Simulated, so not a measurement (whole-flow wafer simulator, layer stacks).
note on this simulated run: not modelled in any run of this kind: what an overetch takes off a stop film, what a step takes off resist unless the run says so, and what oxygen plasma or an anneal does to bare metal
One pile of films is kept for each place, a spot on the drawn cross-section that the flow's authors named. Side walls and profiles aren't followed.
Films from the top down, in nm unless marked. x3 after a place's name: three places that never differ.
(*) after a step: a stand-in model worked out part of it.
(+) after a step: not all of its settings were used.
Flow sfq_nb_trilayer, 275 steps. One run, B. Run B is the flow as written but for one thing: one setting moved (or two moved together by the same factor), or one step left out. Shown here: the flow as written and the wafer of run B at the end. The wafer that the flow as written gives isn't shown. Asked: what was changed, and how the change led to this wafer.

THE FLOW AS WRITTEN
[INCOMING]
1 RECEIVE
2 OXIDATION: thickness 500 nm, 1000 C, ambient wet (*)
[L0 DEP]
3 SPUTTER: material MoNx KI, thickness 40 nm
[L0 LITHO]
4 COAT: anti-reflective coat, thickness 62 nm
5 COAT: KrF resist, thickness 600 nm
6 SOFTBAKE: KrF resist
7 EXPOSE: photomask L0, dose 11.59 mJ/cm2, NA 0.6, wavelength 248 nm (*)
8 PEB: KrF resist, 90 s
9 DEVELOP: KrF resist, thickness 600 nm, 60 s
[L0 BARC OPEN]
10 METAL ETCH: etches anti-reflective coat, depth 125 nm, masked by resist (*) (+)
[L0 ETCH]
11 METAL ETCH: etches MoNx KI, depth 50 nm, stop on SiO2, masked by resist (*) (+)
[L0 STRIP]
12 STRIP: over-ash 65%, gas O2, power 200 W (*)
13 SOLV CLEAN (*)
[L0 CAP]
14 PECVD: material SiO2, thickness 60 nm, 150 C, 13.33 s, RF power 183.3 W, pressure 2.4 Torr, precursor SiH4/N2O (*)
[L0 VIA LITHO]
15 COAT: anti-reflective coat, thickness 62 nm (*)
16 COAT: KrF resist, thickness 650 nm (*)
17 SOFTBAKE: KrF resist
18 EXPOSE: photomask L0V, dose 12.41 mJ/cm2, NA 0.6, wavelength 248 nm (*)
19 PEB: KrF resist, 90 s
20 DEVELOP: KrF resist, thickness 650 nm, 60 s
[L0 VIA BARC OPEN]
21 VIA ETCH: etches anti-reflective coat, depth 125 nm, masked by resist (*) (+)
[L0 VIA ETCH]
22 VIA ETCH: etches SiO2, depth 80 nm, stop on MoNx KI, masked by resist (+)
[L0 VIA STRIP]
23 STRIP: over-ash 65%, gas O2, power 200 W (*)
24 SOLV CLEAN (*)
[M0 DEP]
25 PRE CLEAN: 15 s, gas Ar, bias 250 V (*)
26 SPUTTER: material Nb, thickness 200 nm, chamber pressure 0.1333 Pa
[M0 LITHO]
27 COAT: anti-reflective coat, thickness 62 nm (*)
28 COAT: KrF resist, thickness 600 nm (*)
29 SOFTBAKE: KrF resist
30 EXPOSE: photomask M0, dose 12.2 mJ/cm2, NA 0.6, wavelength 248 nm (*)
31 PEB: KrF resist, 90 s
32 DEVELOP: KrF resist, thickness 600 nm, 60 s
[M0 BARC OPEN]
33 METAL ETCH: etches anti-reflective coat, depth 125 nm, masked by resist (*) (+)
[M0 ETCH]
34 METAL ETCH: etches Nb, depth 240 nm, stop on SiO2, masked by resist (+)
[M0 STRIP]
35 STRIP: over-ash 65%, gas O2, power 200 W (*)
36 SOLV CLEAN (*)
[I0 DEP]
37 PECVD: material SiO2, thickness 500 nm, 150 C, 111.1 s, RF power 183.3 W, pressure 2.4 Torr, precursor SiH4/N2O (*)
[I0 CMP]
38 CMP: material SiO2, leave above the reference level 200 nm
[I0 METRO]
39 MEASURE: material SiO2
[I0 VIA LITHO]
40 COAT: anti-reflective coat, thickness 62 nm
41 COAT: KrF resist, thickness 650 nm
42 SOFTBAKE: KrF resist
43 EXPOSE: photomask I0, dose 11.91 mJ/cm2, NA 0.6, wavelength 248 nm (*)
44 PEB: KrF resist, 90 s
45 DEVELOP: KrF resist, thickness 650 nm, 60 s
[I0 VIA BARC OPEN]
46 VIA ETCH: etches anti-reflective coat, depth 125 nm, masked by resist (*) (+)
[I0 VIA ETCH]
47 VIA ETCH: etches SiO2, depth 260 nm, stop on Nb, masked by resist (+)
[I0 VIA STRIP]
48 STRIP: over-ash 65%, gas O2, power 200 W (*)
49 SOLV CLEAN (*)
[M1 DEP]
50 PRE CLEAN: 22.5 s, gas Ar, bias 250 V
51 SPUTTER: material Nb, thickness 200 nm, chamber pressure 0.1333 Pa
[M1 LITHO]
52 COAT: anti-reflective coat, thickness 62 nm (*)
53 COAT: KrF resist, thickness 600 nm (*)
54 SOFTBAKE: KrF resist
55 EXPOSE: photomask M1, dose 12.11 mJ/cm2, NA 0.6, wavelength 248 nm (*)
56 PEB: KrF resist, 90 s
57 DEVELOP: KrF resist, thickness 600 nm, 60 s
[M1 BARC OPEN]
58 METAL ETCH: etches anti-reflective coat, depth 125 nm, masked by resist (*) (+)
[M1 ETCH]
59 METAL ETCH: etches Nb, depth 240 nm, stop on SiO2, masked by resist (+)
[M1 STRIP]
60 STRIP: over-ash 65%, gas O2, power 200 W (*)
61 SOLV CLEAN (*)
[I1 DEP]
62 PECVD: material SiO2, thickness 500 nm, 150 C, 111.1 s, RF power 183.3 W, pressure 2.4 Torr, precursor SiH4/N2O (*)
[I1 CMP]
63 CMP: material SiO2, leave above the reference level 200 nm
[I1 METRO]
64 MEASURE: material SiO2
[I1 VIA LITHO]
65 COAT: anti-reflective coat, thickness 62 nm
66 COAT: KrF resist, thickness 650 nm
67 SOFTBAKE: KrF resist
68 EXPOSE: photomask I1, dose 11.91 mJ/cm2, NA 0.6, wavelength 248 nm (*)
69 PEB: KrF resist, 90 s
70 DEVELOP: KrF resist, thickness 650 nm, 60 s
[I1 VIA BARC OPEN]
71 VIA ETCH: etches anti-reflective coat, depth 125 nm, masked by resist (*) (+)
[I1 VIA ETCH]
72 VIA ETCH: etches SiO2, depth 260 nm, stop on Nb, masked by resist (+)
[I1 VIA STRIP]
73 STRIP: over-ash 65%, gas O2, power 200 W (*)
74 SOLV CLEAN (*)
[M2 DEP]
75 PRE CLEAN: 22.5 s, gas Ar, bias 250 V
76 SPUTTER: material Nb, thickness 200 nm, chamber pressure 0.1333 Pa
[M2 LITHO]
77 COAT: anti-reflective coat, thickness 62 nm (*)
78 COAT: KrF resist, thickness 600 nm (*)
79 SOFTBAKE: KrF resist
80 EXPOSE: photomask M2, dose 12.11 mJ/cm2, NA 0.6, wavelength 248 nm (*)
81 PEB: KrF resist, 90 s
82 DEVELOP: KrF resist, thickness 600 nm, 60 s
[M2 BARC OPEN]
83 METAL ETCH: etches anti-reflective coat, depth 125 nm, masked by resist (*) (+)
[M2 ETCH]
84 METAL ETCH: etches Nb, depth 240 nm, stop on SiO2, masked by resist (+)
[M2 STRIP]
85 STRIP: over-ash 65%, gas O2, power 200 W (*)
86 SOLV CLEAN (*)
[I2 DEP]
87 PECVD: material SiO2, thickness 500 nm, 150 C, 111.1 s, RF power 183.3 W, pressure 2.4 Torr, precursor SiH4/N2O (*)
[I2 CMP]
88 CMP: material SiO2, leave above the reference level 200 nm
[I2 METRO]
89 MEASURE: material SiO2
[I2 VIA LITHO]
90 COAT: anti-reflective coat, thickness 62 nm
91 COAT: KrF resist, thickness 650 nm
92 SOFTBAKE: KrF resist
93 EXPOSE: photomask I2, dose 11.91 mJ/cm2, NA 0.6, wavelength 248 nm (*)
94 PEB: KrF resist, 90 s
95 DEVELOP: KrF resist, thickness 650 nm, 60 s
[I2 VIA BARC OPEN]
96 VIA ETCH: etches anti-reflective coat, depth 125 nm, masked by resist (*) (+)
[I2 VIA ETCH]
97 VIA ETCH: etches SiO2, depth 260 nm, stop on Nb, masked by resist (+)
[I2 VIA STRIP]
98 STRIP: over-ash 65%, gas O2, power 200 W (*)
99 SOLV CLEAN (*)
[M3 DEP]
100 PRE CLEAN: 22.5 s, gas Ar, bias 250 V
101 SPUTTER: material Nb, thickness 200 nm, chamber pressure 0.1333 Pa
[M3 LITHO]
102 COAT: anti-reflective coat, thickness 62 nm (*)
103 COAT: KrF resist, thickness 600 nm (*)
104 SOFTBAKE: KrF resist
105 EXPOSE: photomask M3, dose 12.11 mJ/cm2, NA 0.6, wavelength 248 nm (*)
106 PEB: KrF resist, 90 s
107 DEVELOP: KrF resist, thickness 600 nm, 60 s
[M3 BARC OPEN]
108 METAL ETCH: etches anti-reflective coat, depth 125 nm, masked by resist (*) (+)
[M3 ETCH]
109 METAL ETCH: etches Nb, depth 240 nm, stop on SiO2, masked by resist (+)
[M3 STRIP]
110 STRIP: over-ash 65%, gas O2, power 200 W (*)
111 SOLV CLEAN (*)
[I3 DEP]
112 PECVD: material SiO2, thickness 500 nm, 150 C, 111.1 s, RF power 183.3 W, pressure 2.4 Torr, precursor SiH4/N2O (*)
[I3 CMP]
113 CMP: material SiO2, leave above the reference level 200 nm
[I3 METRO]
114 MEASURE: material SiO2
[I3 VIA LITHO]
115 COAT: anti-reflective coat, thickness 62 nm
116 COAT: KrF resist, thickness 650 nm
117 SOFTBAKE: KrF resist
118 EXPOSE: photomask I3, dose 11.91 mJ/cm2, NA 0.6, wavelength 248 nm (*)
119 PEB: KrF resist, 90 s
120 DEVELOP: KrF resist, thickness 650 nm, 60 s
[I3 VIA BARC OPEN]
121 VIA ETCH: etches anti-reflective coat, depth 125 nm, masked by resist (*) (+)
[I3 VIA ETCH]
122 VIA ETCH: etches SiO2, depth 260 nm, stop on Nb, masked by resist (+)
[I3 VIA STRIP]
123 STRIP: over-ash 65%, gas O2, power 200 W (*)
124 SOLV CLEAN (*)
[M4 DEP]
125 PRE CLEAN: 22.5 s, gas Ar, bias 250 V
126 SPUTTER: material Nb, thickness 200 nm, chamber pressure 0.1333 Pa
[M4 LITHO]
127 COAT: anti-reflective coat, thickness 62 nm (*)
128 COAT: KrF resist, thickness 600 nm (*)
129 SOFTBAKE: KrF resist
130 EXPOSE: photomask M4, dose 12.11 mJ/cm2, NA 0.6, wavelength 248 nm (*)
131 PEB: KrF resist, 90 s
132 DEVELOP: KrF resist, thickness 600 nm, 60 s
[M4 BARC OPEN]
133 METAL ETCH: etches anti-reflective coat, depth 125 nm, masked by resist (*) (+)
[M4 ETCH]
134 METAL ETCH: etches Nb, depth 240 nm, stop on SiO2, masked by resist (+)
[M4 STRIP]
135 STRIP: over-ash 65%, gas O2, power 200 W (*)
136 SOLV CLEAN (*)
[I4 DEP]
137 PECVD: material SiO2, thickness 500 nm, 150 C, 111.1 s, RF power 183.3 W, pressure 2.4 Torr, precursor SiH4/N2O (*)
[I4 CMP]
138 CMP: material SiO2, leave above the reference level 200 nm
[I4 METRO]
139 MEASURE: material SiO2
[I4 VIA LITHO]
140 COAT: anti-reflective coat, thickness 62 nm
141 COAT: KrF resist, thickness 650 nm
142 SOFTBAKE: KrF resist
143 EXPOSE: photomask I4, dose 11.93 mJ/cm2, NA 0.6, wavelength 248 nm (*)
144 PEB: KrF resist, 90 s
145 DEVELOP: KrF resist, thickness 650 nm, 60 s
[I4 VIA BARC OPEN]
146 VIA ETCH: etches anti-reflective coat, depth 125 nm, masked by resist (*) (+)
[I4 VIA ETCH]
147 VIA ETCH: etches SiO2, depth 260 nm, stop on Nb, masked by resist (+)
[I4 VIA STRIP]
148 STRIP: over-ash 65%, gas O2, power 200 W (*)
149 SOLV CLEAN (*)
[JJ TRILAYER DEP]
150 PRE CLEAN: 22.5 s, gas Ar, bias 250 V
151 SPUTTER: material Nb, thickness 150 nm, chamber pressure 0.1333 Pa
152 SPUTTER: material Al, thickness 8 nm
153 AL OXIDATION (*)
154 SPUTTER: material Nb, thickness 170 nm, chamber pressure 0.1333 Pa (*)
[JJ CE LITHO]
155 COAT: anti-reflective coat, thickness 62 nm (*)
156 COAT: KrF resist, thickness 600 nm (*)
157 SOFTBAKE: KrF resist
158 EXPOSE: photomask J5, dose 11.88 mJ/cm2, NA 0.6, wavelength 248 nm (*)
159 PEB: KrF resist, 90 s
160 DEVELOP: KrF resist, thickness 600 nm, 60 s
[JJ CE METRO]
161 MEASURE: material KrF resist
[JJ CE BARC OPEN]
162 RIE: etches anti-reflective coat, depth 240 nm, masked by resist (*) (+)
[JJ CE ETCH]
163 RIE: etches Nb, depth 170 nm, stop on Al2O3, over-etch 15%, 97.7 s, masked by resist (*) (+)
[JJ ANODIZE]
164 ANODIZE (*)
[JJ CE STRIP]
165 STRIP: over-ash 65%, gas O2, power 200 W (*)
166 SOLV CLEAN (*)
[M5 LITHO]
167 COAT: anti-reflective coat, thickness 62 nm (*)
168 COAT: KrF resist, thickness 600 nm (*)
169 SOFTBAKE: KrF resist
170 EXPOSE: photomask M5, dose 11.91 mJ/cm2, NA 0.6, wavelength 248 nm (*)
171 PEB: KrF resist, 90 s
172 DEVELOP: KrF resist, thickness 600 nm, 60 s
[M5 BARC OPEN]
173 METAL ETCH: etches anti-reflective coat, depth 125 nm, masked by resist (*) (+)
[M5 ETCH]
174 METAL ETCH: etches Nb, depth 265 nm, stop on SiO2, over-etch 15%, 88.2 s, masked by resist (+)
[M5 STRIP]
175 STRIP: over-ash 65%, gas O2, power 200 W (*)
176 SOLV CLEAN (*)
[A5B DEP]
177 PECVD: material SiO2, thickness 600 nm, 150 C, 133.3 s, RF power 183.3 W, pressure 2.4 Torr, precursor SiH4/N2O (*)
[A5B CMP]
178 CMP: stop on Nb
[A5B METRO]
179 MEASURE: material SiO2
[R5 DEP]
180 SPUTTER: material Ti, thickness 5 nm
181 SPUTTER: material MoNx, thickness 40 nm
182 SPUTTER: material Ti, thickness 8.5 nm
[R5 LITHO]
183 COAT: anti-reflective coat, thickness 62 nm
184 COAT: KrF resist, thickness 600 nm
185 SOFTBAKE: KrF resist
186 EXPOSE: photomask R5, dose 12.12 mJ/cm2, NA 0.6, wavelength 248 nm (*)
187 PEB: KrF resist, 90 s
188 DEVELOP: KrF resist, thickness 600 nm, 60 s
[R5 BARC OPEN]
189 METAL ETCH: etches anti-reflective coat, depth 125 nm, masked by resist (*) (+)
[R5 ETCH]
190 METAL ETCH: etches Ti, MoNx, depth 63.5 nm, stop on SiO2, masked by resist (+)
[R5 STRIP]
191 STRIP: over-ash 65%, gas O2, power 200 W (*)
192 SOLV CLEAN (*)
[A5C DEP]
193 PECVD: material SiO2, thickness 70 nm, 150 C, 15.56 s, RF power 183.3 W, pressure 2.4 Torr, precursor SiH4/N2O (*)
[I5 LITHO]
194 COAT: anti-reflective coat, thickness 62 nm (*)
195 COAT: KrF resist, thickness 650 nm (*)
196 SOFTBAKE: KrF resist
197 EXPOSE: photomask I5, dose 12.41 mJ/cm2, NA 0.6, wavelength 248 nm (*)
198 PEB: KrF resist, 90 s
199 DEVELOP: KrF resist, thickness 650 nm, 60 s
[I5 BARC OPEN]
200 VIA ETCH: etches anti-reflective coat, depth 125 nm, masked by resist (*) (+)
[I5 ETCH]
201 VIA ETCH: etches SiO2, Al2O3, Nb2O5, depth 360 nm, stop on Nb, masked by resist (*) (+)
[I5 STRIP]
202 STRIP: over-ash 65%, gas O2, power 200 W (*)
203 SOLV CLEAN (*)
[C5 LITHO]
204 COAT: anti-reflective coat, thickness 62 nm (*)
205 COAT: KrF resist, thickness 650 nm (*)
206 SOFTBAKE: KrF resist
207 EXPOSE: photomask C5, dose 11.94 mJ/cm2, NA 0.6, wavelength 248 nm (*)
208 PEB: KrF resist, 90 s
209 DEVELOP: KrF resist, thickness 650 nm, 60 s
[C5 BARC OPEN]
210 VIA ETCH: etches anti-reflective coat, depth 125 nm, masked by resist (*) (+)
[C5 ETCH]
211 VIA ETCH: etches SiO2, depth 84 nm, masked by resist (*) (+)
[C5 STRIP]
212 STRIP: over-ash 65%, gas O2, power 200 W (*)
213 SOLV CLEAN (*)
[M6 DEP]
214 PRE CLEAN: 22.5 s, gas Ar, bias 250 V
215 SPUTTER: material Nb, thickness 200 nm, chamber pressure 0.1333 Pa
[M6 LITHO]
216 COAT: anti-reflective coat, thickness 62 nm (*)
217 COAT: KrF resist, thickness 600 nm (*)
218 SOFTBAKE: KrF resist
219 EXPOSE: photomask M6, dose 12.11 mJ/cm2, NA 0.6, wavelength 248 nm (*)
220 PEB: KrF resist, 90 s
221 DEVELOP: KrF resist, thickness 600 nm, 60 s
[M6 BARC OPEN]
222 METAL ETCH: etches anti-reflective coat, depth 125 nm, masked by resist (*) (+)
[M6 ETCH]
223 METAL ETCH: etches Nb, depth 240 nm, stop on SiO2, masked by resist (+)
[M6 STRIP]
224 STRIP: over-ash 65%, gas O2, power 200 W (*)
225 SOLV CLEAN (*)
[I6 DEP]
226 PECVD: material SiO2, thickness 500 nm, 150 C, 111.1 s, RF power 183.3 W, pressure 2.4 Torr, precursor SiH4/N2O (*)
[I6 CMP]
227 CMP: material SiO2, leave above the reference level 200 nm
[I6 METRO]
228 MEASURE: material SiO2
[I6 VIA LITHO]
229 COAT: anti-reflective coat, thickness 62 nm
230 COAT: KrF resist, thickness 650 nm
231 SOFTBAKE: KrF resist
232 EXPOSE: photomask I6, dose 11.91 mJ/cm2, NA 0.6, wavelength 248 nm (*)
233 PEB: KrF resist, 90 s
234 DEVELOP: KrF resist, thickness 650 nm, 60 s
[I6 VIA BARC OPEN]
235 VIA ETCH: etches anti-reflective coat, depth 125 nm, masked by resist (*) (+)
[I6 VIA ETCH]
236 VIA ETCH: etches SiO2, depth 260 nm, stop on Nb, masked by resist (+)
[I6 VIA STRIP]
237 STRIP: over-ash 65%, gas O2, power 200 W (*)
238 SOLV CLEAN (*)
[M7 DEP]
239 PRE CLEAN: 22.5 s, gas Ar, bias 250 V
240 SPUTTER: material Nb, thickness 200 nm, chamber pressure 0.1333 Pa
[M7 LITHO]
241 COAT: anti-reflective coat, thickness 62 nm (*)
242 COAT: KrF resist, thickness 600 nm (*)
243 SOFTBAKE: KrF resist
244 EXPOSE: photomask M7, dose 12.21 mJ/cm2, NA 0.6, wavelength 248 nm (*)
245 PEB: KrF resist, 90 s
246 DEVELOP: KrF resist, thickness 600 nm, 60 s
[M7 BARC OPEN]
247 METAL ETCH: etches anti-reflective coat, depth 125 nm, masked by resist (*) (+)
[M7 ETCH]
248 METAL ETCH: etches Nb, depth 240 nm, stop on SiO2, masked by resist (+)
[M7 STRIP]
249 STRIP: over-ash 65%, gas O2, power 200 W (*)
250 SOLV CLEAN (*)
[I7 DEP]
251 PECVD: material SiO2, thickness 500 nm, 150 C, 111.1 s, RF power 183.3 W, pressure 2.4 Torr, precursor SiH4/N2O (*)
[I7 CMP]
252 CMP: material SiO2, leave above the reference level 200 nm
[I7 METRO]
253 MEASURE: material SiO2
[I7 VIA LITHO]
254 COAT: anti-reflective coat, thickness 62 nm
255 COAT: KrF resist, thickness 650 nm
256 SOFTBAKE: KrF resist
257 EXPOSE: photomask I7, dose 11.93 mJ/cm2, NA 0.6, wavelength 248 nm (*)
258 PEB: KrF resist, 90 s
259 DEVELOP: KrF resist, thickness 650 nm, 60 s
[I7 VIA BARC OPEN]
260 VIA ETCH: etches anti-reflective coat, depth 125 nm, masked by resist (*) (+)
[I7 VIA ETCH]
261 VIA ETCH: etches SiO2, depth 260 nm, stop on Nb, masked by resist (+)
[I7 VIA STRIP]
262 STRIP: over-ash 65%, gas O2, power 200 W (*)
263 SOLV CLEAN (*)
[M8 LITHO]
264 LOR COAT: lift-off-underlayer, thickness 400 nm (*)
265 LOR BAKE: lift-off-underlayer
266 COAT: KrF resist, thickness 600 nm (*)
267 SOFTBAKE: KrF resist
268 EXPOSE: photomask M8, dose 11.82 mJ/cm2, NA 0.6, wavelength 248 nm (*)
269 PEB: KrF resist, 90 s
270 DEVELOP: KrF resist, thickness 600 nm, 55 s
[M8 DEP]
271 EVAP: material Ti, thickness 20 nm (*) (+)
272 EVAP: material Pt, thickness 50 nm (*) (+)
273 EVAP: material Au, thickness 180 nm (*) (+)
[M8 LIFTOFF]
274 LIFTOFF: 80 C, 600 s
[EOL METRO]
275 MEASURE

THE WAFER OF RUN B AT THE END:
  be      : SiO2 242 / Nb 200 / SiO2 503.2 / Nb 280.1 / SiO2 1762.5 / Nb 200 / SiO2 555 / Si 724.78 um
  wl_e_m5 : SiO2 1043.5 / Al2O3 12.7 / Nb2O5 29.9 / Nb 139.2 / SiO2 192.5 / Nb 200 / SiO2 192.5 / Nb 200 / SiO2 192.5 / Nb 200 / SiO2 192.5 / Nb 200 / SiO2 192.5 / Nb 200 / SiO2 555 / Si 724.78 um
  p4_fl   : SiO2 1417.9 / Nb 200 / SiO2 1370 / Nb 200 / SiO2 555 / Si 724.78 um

The cause: step 252, CMP: leave above the reference level 242 nm was run, where the flow has leave above the reference level 200 nm.
It can be read off the wafer: be has SiO2 242, and step 252 as written asks for 200 nm.

How the change led to this, step by step:
  252 CMP: material SiO2, leave above the reference level 200 nm
      field_l, p4_fl, p4_fm and 56 more: SiO2 -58 (as written it would be: SiO2 -100)
      v_sur, via_wl, via_w and 37 more: SiO2 -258 (as written it would be: SiO2 -300)
      (and at 7 more places)
  261 VIA ETCH: etches SiO2, depth 260 nm, stop on Nb, masked by resist (+)
      via_wl, via_w, via_wr: SiO2 -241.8 (all of it) (as written it would be: SiO2 -199.8 (all of it))
  264 LOR COAT: lift-off-underlayer, thickness 400 nm (*)
      via_wl, via_wr: lift-off-underlayer +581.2 (new film) (as written it would be: lift-off-underlayer +549.8 (new film))
      via_w: lift-off-underlayer +565.1 (new film) (as written it would be: lift-off-underlayer +536.4 (new film))
  270 DEVELOP: KrF resist, thickness 600 nm, 55 s
      via_wl: KrF resist -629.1 (all of it), lift-off-underlayer -581.2 (all of it) (as written it would be: KrF resist -623.9 (all of it), lift-off-underlayer -549.8 (all of it))
      via_w: KrF resist -643.2 (all of it), lift-off-underlayer -565.1 (all of it) (as written it would be: KrF resist -635.4 (all of it), lift-off-underlayer -536.4 (all of it))
      (and at 1 more place)
